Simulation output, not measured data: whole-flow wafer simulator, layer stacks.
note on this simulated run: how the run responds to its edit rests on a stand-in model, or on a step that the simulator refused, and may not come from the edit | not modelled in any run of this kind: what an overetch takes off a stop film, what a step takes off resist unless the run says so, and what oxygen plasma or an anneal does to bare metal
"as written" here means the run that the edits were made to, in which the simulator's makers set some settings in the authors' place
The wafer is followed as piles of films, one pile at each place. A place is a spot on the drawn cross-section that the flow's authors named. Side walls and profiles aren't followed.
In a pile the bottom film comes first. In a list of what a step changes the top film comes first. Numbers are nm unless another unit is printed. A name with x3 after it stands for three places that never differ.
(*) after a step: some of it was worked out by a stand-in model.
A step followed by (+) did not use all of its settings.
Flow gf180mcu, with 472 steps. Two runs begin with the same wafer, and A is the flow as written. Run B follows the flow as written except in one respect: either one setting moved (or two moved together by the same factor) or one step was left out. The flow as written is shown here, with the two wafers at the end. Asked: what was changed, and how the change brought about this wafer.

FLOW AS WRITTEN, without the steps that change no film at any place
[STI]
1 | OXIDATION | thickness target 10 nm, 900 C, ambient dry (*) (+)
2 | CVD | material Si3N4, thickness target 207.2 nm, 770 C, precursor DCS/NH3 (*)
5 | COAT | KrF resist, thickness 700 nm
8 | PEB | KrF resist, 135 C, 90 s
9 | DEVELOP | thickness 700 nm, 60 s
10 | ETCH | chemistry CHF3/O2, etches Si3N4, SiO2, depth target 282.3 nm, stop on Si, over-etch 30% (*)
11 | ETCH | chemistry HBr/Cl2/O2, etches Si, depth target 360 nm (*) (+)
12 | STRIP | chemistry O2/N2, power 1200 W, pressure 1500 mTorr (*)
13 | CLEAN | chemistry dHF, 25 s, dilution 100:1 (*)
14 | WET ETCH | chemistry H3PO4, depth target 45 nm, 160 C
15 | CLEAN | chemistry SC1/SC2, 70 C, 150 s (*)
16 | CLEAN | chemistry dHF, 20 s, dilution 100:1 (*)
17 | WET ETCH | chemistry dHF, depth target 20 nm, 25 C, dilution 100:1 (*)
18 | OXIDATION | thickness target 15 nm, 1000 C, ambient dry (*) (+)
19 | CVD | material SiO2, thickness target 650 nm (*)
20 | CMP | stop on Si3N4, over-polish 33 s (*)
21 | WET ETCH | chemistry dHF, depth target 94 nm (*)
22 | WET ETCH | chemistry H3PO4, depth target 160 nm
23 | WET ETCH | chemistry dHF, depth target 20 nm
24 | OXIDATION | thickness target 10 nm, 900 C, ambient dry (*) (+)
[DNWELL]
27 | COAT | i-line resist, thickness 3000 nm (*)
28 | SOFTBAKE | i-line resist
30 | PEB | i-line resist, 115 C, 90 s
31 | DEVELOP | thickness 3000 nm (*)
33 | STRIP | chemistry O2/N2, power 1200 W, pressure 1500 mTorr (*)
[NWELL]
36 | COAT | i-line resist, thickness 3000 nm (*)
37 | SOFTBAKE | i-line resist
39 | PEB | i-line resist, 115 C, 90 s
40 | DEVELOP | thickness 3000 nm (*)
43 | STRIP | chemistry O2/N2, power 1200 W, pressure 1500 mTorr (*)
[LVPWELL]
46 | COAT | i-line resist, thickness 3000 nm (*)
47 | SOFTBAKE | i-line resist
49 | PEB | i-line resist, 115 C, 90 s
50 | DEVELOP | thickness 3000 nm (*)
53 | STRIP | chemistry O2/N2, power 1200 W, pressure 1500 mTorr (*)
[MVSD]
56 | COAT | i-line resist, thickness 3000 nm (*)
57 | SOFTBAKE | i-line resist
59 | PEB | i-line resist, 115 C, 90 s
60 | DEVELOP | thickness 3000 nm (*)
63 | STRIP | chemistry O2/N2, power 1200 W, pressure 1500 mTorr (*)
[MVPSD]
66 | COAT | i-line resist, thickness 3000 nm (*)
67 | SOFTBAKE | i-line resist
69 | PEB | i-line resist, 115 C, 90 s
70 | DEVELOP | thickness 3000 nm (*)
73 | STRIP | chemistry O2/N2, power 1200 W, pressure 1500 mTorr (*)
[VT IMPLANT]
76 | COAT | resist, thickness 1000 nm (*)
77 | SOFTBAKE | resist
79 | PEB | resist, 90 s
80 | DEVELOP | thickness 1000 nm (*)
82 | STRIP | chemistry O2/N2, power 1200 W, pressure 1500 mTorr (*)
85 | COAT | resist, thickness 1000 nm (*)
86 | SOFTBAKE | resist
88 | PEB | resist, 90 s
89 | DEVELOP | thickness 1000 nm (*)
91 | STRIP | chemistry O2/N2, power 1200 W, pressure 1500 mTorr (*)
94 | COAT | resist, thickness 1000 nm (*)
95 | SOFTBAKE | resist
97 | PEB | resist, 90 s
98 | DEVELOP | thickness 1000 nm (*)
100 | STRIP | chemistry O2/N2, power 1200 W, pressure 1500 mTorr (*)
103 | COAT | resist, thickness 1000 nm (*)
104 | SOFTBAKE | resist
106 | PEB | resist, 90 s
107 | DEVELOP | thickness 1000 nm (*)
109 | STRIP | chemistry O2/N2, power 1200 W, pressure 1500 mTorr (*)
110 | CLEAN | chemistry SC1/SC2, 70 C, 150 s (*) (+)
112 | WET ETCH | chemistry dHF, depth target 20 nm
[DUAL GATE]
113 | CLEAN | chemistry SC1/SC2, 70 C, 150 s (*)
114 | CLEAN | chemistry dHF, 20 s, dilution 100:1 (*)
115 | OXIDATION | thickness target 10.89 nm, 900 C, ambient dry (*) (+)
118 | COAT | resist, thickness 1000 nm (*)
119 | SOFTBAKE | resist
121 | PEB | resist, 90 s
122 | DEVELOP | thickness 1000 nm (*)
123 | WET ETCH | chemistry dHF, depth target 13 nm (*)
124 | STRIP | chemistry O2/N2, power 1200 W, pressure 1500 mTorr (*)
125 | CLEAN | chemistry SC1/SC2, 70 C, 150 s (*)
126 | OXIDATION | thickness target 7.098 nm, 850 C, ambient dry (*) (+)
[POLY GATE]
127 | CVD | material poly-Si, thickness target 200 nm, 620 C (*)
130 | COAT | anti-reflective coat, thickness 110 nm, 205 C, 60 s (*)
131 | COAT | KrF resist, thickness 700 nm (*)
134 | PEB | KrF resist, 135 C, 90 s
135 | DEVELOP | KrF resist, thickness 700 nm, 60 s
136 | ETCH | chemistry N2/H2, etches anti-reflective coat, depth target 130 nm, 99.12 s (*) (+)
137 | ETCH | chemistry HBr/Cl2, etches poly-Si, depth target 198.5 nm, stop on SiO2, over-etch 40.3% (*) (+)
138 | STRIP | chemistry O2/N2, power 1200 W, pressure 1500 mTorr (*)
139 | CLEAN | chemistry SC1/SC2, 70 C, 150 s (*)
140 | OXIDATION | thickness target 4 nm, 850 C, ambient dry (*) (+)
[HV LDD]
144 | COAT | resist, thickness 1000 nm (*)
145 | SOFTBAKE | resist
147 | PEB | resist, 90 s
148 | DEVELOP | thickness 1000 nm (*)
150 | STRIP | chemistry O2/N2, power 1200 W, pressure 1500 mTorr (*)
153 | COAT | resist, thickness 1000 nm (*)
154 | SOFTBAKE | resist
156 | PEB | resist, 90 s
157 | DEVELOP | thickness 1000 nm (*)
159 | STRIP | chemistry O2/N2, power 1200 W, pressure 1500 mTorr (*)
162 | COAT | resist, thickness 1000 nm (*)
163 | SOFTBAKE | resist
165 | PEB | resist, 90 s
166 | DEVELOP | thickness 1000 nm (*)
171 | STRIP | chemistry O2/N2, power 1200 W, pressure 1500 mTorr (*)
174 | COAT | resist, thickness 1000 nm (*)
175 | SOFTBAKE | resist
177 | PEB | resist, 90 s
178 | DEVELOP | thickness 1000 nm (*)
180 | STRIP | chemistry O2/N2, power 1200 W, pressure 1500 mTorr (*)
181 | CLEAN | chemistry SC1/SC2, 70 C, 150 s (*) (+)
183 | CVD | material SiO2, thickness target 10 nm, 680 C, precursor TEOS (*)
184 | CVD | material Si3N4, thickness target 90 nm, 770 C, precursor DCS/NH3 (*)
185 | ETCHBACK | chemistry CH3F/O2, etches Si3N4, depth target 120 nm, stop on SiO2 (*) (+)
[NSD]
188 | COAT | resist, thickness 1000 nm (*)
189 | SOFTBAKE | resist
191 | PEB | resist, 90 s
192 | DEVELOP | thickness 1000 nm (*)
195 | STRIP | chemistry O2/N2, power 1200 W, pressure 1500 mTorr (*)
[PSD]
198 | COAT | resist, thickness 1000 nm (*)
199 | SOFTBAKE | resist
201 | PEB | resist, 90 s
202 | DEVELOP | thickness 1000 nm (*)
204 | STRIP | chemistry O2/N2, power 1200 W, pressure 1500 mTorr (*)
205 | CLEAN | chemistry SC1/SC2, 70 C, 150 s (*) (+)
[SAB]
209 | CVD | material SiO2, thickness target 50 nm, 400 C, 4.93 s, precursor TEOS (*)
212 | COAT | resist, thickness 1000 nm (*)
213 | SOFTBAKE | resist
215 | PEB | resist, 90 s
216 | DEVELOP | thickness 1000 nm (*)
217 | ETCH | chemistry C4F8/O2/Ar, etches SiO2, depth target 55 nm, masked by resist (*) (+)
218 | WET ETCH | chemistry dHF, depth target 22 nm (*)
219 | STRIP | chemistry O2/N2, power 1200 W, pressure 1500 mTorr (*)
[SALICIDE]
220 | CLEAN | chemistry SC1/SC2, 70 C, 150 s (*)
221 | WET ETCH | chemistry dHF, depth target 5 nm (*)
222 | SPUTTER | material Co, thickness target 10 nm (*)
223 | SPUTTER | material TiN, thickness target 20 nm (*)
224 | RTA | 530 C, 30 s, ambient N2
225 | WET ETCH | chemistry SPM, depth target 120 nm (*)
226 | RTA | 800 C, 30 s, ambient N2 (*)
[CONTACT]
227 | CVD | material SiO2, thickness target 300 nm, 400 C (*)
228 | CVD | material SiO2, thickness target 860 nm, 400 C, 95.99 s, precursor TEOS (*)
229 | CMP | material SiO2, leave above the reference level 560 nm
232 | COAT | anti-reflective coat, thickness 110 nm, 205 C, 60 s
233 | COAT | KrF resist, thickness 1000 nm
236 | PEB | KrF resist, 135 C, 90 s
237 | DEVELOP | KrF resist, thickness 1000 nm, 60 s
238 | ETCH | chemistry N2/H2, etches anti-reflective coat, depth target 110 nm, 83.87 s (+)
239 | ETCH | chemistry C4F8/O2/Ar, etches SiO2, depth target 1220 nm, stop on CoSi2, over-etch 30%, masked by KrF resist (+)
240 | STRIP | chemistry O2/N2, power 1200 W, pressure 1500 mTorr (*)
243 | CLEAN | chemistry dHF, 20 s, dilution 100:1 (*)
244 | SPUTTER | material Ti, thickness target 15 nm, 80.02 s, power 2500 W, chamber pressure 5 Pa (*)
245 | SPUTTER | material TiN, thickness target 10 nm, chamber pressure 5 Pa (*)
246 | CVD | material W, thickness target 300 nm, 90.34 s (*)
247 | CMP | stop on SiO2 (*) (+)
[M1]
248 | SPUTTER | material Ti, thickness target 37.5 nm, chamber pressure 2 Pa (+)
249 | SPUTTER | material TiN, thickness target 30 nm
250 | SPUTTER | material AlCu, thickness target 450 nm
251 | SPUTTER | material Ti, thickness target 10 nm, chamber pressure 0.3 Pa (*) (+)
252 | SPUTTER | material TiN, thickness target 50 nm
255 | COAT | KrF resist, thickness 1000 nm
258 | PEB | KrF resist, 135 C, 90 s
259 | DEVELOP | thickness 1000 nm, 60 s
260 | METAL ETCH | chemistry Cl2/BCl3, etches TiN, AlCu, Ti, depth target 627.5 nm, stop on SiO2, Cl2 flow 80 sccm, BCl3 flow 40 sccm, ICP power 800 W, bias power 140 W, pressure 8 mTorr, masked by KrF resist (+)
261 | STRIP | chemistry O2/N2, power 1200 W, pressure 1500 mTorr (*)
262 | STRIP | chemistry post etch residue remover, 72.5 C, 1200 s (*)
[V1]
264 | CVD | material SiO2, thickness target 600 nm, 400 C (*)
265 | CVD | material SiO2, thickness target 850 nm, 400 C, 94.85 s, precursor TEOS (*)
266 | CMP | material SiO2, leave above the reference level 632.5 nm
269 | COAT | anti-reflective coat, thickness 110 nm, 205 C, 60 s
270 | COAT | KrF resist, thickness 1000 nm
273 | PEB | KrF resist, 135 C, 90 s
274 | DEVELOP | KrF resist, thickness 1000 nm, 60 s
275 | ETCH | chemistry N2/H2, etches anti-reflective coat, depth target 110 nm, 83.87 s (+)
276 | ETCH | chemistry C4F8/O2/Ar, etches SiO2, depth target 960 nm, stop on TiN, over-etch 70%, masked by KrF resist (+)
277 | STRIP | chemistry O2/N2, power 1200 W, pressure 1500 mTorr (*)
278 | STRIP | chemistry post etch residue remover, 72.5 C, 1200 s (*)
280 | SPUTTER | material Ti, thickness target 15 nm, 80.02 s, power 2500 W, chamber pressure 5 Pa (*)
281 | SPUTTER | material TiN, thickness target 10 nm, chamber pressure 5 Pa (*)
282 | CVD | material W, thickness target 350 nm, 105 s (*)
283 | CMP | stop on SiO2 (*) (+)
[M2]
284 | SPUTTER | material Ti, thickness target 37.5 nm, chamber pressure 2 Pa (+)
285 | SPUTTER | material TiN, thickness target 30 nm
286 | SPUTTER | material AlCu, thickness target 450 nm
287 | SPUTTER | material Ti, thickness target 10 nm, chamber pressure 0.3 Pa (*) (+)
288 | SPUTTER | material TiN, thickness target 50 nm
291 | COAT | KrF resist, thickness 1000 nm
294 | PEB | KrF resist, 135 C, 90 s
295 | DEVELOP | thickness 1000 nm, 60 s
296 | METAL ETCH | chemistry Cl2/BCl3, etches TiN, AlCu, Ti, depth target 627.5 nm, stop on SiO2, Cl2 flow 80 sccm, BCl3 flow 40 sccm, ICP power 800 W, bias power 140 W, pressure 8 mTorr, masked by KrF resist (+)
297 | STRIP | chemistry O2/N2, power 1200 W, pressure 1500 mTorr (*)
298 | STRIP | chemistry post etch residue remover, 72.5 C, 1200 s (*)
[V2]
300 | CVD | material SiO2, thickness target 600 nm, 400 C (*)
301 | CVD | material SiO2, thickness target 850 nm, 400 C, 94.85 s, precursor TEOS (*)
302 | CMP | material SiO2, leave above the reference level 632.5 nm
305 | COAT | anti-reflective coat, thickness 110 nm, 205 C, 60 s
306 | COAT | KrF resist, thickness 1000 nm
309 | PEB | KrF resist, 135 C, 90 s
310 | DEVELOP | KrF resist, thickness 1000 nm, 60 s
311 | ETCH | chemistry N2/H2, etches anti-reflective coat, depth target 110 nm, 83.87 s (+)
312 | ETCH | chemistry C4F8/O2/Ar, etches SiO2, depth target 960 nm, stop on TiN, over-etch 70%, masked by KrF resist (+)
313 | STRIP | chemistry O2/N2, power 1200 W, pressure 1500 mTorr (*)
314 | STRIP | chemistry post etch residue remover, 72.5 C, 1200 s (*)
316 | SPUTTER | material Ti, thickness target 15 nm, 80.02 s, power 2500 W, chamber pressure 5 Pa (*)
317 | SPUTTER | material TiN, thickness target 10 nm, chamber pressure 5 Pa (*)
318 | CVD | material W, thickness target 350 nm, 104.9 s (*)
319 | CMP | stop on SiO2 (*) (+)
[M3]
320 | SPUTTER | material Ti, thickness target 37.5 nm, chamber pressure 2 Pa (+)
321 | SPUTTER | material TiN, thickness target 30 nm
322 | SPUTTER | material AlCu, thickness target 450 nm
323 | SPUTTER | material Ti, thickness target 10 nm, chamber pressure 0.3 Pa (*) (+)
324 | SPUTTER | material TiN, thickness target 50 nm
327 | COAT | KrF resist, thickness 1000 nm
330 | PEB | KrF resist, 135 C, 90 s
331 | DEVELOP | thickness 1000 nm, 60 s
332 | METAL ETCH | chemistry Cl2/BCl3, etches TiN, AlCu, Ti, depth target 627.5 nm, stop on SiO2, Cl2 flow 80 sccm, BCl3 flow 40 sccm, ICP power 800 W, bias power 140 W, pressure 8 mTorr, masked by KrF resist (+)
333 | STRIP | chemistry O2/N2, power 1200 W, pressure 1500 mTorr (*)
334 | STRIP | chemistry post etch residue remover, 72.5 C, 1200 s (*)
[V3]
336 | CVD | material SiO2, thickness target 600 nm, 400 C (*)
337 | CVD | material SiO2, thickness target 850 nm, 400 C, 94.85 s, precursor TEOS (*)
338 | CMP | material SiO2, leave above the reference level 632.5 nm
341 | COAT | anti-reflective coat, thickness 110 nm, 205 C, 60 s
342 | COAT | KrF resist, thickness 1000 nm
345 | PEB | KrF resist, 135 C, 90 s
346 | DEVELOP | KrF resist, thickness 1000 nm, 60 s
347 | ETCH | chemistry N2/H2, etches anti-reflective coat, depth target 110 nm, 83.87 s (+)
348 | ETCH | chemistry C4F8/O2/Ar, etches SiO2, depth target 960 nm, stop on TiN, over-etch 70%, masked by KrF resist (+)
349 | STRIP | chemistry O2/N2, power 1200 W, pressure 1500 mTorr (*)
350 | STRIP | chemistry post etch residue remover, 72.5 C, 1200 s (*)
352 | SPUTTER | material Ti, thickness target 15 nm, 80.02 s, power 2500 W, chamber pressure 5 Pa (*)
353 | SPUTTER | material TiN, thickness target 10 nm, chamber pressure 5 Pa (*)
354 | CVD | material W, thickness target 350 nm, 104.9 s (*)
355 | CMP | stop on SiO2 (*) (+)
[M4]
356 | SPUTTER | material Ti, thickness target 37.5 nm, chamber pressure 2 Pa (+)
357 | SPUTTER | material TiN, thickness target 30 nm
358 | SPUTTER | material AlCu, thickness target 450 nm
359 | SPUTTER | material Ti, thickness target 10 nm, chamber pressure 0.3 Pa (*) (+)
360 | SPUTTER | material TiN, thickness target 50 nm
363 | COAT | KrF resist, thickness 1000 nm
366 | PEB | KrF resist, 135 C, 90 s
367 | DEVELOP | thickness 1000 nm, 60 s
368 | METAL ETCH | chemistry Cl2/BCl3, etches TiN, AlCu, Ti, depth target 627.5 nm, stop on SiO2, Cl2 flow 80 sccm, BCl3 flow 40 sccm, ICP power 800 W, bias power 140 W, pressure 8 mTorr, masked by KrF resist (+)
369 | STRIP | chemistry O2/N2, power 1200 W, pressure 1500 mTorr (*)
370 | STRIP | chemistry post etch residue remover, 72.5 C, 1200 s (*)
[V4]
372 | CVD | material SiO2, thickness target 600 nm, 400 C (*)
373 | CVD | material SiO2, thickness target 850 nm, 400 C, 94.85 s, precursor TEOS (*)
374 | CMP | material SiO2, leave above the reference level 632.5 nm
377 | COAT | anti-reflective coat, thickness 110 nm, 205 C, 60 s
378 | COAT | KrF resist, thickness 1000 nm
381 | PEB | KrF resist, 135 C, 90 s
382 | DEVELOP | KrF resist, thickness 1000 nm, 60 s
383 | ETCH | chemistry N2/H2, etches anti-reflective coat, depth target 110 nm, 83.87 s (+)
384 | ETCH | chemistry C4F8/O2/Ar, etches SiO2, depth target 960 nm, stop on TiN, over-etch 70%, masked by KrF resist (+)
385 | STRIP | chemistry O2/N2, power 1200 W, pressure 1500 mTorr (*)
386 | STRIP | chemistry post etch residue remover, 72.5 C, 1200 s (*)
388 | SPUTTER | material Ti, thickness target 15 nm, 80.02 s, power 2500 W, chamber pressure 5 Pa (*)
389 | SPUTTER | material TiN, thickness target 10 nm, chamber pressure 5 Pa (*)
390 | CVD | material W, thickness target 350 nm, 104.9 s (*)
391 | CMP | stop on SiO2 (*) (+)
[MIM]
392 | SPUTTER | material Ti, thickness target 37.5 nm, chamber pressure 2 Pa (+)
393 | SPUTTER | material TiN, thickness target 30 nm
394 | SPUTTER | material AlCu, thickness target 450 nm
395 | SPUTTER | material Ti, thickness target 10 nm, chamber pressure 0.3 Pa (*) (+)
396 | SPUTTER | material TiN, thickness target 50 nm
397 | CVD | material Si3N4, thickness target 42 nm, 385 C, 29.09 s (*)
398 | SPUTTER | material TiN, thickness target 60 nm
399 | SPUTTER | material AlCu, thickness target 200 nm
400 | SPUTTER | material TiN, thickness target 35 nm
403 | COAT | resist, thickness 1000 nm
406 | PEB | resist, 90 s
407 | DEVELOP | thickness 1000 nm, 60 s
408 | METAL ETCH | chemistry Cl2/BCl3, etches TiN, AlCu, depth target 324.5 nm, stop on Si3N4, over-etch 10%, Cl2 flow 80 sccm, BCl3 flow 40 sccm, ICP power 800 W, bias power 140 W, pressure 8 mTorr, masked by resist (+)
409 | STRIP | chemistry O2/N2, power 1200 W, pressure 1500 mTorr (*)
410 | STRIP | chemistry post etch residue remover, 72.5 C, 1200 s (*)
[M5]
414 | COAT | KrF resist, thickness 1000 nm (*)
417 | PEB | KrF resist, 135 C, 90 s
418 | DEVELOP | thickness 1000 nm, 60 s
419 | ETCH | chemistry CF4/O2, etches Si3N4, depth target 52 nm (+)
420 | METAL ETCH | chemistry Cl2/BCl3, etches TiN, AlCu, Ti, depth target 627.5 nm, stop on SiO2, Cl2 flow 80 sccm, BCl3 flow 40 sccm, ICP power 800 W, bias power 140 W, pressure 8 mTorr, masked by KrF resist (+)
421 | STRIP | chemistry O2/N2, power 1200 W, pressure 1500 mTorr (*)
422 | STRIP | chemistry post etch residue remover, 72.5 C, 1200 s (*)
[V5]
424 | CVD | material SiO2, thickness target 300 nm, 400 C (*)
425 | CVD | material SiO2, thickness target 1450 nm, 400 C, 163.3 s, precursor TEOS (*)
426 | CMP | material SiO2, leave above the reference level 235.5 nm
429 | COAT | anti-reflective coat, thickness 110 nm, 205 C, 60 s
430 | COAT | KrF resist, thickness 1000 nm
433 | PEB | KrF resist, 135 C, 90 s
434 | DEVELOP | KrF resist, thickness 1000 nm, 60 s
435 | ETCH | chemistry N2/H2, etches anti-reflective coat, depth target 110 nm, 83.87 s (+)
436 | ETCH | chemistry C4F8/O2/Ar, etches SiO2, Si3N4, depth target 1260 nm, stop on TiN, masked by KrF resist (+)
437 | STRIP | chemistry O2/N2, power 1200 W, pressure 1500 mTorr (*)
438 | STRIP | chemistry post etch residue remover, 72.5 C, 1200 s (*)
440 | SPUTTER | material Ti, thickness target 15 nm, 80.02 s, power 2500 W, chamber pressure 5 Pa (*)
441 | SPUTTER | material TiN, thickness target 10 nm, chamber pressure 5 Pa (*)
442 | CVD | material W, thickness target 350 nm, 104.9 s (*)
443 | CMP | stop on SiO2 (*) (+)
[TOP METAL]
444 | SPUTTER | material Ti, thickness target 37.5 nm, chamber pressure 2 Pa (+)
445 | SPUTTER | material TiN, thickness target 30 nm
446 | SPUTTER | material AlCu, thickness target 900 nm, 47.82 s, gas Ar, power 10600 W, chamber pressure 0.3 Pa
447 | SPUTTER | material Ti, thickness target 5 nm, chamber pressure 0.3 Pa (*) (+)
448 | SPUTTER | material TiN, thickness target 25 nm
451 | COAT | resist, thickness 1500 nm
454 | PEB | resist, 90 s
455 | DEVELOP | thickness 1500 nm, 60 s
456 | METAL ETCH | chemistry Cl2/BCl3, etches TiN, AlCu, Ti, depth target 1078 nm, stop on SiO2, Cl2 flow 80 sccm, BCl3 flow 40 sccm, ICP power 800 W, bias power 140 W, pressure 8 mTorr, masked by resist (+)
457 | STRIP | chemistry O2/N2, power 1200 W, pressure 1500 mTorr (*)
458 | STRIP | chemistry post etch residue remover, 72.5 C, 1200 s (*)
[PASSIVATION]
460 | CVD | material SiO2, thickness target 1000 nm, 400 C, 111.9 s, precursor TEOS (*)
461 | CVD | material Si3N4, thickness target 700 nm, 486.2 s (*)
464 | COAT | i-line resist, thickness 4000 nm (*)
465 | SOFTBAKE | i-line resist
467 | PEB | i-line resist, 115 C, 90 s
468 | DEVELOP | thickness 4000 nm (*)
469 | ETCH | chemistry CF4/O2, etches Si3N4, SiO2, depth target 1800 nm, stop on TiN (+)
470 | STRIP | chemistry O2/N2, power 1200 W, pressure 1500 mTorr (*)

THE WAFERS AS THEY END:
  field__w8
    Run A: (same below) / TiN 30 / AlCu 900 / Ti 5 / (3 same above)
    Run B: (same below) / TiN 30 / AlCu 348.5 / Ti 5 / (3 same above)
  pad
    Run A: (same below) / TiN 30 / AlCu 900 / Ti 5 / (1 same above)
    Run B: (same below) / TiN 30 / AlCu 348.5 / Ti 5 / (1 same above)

The reason: step 446, SPUTTER: 19.13 s was run, while the flow as written has 47.82 s.

Step by step, how the change led to this:
  446 | SPUTTER | material AlCu, thickness target 900 nm, 47.82 s, gas Ar, power 10600 W, chamber pressure 0.3 Pa
      field, field__w1, field__w2 and 109 more: A AlCu gains 900 (new film) | B AlCu gains 348.5 (new film)
  456 | METAL ETCH | chemistry Cl2/BCl3, etches TiN, AlCu, Ti, depth target 1078 nm, stop on SiO2, Cl2 flow 80 sccm, BCl3 flow 40 sccm, ICP power 800 W, bias power 140 W, pressure 8 mTorr, masked by resist (+)
      field, field__w1, field__w2 and 103 more: A TiN loses 25 (all of it), Ti loses 5 (all of it), AlCu loses 900 (all of it), TiN loses 30 (all of it), Ti loses 37.5 (all of it) | B TiN loses 25 (all of it), Ti loses 5 (all of it), AlCu loses 348.5 (all of it), TiN loses 30 (all of it), Ti loses 37.5 (all of it)
      field__w8, contact, m1, m1__w1, pad, m1_nw: A resist loses 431 | B resist loses 267.6
  457 | STRIP | chemistry O2/N2, power 1200 W, pressure 1500 mTorr (*)
      field__w8, contact, m1, m1__w1, pad, m1_nw: A resist loses 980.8 (all of it) | B resist loses 1144.2 (all of it)
  464 | COAT | i-line resist, thickness 4000 nm (*)
      field: A i-line resist gains 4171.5 (new film) | B i-line resist gains 4061.8 (new film)
      field__w8: A i-line resist gains 3093.1 (new film) | B i-line resist gains 3588.2 (new film)
      (as well as at 12 more places)
  465 | SOFTBAKE | i-line resist
      active: A i-line resist gains 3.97 | B i-line resist loses 0.46
      field__w5, field__w9: A i-line resist gains 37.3 | B i-line resist gains 13
      (as well as at 66 more places)
  467 | PEB | i-line resist, 115 C, 90 s
      field__w8, m1__w1: A i-line resist loses 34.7 | B i-line resist loses 43.7
      contact, m1: A i-line resist loses 35.1 | B i-line resist loses 43.8
      (as well as at 2 more places)
  468 | DEVELOP | thickness 4000 nm (*)
      pad: A i-line resist loses 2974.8 (all of it) | B i-line resist loses 3513.3 (all of it)
  470 | STRIP | chemistry O2/N2, power 1200 W, pressure 1500 mTorr (*)
      field__w8, m1__w1: A i-line resist loses 1787.7 (all of it) | B i-line resist loses 2319.2 (all of it)
      contact: A i-line resist loses 1811.2 (all of it) | B i-line resist loses 2326.4 (all of it)
      (as well as at 2 more places)
